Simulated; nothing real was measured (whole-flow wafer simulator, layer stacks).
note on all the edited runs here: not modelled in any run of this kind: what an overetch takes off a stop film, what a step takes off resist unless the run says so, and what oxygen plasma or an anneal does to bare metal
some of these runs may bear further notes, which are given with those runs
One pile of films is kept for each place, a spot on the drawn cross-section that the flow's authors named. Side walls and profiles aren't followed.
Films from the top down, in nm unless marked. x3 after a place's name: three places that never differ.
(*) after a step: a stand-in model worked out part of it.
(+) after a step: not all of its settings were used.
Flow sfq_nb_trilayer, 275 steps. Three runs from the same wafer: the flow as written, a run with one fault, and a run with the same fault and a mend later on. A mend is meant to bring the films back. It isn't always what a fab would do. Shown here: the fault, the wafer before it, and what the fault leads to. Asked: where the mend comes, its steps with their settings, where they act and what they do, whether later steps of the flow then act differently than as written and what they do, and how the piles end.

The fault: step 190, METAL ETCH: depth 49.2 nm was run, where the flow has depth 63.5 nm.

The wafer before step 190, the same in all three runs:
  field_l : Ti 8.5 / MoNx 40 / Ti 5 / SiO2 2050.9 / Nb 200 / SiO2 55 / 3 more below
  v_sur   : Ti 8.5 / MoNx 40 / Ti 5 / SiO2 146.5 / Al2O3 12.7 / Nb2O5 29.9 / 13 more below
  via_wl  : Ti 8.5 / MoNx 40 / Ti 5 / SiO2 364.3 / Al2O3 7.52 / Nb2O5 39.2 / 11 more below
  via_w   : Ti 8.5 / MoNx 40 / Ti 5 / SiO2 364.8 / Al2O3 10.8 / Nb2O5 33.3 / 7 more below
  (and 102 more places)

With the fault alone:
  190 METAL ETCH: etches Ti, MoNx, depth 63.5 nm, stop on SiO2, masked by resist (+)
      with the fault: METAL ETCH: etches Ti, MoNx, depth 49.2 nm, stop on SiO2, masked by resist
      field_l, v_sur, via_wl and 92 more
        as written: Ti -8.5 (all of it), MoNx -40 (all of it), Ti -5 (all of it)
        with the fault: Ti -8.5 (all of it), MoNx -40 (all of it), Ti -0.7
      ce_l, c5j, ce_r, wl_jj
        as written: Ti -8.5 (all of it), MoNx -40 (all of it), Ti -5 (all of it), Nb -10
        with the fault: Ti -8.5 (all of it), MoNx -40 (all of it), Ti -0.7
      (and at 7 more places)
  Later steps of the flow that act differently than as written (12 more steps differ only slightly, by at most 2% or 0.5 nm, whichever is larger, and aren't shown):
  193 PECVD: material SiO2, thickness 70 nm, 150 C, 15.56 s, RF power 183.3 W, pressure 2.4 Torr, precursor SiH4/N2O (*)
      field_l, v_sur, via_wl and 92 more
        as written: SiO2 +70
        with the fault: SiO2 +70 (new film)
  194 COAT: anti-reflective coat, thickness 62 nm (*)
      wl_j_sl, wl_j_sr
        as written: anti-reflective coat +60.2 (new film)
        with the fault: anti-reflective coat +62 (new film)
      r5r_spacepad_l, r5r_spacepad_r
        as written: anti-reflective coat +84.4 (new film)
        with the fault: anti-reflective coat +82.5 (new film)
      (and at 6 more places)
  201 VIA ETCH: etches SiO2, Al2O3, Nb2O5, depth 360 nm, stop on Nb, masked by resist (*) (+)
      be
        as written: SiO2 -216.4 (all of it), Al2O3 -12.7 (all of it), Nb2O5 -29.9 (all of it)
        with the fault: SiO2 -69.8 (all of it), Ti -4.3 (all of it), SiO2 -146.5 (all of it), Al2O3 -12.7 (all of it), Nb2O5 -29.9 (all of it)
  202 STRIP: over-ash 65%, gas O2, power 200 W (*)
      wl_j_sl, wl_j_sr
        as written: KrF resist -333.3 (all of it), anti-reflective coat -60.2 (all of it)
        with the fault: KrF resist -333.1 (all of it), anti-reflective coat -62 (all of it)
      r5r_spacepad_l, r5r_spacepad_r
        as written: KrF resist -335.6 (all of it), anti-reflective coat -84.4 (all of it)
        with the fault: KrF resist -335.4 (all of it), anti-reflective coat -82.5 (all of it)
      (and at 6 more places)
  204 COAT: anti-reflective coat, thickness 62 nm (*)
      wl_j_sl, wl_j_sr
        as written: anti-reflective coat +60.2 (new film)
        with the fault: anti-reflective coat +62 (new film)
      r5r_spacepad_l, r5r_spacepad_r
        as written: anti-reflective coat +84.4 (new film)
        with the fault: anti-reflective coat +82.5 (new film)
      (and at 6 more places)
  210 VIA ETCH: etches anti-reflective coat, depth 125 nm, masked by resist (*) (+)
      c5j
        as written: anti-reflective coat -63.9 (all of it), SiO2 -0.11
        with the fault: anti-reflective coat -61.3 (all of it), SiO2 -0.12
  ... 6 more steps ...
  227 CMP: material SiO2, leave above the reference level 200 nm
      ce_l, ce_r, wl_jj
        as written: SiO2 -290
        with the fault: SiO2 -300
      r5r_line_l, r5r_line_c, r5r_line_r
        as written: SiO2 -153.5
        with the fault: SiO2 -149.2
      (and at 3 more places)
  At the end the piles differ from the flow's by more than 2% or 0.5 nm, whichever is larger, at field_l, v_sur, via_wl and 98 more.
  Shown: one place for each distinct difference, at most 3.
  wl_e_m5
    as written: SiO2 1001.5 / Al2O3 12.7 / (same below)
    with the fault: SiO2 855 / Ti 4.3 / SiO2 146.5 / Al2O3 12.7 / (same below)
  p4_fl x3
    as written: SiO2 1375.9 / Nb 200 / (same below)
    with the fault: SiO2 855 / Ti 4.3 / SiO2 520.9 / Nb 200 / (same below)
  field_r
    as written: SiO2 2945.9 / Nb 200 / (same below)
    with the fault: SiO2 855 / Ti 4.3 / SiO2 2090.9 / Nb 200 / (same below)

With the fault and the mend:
  The mend comes after step 191.
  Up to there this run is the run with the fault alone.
  191a COAT: anti-reflective coat, thickness 62 nm (*) (the flow's step 183 once more)
      p4_fl x3, p4_w1 x9, p4_g1 x2 and 57 more
        anti-reflective coat +62 (new film)
      via_sp, via_v, wire, ln_m6, lsp_r, l0_sur, l0v
        anti-reflective coat +62.3 (new film)
      field_l, v_sur, via_wl, via_w, via_wr
        anti-reflective coat +62.2 (new film)
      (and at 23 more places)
  191b COAT: KrF resist, thickness 600 nm (*) (the flow's step 184 once more)
      p4_fl x3, p4_w1 x9, p4_g1 x2 and 57 more
        KrF resist +600 (new film)
      v_sur, via_wl, via_w
        KrF resist +600.6 (new film)
      via_wr, via_sp, l0v
        KrF resist +600.7 (new film)
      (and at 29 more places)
  191c SOFTBAKE: KrF resist (the flow's step 185 once more)
      changes no film at any place that is followed
  191d EXPOSE: photomask R5, dose 12.12 mJ/cm2, NA 0.6, wavelength 248 nm (*) (the flow's step 186 once more)
      changes no film at any place that is followed
  191e PEB: KrF resist, 90 s (the flow's step 187 once more)
      field_l, v_sur, via_wl and 73 more
        KrF resist -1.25
      via_sp, via_v, wire and 16 more
        KrF resist -1.26
      be_r, r_sur, res, r_end
        KrF resist -1.21
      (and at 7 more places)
  191f DEVELOP: KrF resist, thickness 600 nm, 60 s (the flow's step 188 once more)
      p4_fl x3, p4_w1 x9, p4_g1 x2 and 57 more
        KrF resist -598.7 (all of it)
      be_r, r_sur, res, r_end, r5r_line_l, r5r_line_c, r5r_line_r
        KrF resist -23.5
      field_l, v_sur, via_wl
        KrF resist -599.3 (all of it)
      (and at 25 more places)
  191g METAL ETCH: etches anti-reflective coat, depth 125 nm, masked by resist (*) (+) (the flow's step 189 once more)
      p4_fl x3, p4_w1 x9, p4_g1 x2 and 57 more
        anti-reflective coat -62 (all of it)
      via_sp, via_v, wire, ln_m6, lsp_r, l0_sur, l0v
        anti-reflective coat -62.3 (all of it)
      be_r, r_sur, res, r_end, r5r_line_l, r5r_line_c, r5r_line_r
        KrF resist -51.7
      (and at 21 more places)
  191h METAL ETCH: etches Ti, MoNx, depth 14.3 nm, stop on SiO2, masked by resist (+) (the flow's step 190 once more, with other settings)
      field_l, v_sur, via_wl and 92 more
        Ti -4.3 (all of it)
      be_r, r_sur, res, r_end, r5r_line_l, r5r_line_c, r5r_line_r
        KrF resist -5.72
      ce_l, c5j, ce_r, wl_jj
        Ti -4.3 (all of it), Nb -10
  191i STRIP: over-ash 65%, gas O2, power 200 W (*) (the flow's step 191 once more)
      r5r_line_l, r5r_line_c, r5r_line_r
        KrF resist -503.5 (all of it), anti-reflective coat -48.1 (all of it)
      be_r
        KrF resist -497.4 (all of it), anti-reflective coat -53.8 (all of it)
      r_sur
        KrF resist -497.4 (all of it), anti-reflective coat -57.6 (all of it)
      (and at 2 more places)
  No later step of the flow acts differently than as written at any place that is followed.
  At the end the piles are the same as the flow's at every place that both follow.
